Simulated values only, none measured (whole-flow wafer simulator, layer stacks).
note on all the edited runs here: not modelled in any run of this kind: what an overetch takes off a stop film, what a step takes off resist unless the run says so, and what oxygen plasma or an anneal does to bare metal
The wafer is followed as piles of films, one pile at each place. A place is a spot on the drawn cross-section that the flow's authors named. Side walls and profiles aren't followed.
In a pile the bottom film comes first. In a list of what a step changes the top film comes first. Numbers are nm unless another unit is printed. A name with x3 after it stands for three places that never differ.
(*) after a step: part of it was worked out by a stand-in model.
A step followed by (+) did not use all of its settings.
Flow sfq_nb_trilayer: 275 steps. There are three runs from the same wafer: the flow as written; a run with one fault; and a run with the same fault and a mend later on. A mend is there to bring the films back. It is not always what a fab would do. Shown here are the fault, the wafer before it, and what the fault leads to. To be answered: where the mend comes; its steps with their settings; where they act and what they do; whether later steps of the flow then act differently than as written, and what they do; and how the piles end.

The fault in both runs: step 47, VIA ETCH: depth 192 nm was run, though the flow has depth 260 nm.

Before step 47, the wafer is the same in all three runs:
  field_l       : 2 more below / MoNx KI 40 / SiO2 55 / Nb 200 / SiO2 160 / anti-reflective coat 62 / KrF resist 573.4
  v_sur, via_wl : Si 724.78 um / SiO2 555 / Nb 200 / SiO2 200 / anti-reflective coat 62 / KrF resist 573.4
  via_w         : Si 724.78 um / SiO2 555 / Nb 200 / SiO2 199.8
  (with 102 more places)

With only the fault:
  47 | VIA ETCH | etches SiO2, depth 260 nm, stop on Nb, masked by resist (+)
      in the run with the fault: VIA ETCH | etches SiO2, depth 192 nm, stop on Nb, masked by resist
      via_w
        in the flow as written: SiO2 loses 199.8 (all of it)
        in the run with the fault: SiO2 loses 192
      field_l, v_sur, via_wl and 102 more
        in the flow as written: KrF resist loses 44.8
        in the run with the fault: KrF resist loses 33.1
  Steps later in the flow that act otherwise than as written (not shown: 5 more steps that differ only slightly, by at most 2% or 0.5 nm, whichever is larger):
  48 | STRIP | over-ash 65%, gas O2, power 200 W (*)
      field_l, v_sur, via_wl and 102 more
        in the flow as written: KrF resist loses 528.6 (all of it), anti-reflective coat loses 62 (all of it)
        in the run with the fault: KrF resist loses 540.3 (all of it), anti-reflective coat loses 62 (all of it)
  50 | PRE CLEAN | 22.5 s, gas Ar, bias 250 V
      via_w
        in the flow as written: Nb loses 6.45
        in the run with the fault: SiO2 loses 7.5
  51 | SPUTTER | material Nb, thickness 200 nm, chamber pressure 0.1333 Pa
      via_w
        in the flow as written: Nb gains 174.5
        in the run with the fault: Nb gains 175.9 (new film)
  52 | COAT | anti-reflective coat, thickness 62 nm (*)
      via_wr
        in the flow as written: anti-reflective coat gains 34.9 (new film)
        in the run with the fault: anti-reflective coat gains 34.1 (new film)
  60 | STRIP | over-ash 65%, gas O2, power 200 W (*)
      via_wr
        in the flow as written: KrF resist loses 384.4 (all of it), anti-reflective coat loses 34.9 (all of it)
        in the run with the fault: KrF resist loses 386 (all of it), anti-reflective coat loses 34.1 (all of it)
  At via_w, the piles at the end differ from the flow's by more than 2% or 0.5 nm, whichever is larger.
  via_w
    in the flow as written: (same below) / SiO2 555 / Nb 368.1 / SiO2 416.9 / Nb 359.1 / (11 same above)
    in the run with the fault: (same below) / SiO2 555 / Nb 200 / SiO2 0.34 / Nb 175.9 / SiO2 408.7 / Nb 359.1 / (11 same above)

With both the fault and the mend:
  After step 47 comes the mend.
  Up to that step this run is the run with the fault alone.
  47a | VIA ETCH | etches SiO2, depth 68 nm, stop on Nb, masked by resist (+) (a further turn of the flow's step 47, with different settings)
      field_l, v_sur, via_wl and 102 more
        KrF resist loses 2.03
      via_w
        SiO2 loses 7.84 (all of it)
  Later steps of the flow that are run all act as written at every place that is followed, up to a difference of at most 2% or 0.5 nm, whichever is larger.
  By the end, the piles equal the flow's at every place that both follow.
